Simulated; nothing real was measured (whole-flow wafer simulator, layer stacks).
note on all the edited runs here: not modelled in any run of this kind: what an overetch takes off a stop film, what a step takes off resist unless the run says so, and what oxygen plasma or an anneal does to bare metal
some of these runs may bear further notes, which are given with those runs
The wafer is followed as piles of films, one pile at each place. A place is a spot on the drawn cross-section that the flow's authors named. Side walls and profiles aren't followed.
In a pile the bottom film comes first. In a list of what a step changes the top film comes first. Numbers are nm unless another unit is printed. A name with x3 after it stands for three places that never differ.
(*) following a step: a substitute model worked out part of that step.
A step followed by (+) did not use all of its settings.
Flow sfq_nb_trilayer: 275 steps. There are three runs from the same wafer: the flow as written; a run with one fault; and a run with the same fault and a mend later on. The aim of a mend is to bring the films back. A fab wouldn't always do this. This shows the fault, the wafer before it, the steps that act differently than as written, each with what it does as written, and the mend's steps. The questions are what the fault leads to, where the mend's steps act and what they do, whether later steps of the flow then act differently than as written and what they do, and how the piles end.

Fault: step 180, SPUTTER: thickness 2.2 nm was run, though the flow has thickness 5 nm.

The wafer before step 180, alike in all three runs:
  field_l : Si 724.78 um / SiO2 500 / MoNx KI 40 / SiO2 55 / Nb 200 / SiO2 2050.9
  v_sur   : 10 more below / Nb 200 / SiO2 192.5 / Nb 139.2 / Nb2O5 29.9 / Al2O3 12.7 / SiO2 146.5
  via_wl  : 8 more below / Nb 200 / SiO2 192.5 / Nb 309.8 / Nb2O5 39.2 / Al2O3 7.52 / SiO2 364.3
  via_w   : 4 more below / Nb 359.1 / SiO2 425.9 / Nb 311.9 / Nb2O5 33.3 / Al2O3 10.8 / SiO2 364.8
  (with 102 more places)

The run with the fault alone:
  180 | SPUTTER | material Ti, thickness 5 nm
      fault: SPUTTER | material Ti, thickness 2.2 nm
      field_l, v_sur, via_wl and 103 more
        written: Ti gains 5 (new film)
        fault: Ti gains 2.2 (new film)
  Steps later in the flow that act otherwise than as written (not shown: 18 more steps that differ only slightly, by at most 2% or 0.5 nm, whichever is larger):
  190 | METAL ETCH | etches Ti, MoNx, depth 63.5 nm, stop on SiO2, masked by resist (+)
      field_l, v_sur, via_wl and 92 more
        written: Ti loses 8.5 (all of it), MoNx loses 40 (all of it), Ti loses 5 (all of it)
        fault: Ti loses 8.5 (all of it), MoNx loses 40 (all of it), Ti loses 2.2 (all of it)
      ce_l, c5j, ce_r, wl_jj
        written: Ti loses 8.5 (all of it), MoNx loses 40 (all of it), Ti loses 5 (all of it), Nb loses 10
        fault: Ti loses 8.5 (all of it), MoNx loses 40 (all of it), Ti loses 2.2 (all of it), Nb loses 12.8
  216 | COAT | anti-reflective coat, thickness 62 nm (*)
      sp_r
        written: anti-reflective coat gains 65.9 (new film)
        fault: anti-reflective coat gains 64.5 (new film)
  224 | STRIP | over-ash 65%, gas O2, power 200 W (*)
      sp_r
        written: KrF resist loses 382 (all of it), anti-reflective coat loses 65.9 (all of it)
        fault: KrF resist loses 382.1 (all of it), anti-reflective coat loses 64.5 (all of it)
  At be_r, r_sur, res, r_end, r5r_line_l, r5r_line_c, r5r_line_r, the piles at the end differ from the flow's by more than 2% or 0.5 nm, whichever is larger.
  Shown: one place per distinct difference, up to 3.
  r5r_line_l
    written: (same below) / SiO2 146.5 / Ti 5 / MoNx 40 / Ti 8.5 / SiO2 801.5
    fault: (same below) / SiO2 146.5 / Ti 2.2 / MoNx 40 / Ti 8.5 / SiO2 804.3
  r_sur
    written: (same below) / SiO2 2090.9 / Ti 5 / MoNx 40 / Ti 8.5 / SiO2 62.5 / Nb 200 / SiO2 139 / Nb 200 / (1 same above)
    fault: (same below) / SiO2 2090.9 / Ti 2.2 / MoNx 40 / Ti 8.5 / SiO2 62.5 / Nb 200 / SiO2 141.8 / Nb 200 / (1 same above)
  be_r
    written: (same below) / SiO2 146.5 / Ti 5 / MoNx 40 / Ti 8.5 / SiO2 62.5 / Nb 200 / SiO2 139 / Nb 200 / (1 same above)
    fault: (same below) / SiO2 146.5 / Ti 2.2 / MoNx 40 / Ti 8.5 / SiO2 62.5 / Nb 200 / SiO2 141.8 / Nb 200 / (1 same above)

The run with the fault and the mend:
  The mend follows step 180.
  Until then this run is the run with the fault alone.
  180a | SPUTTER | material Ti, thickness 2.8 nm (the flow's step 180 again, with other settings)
      field_l, v_sur, via_wl and 103 more
        Ti gains 2.8
  None of the later steps of the flow acts differently than as written at any place that is followed.
  At every place that both follow, the piles at the end match the flow's.
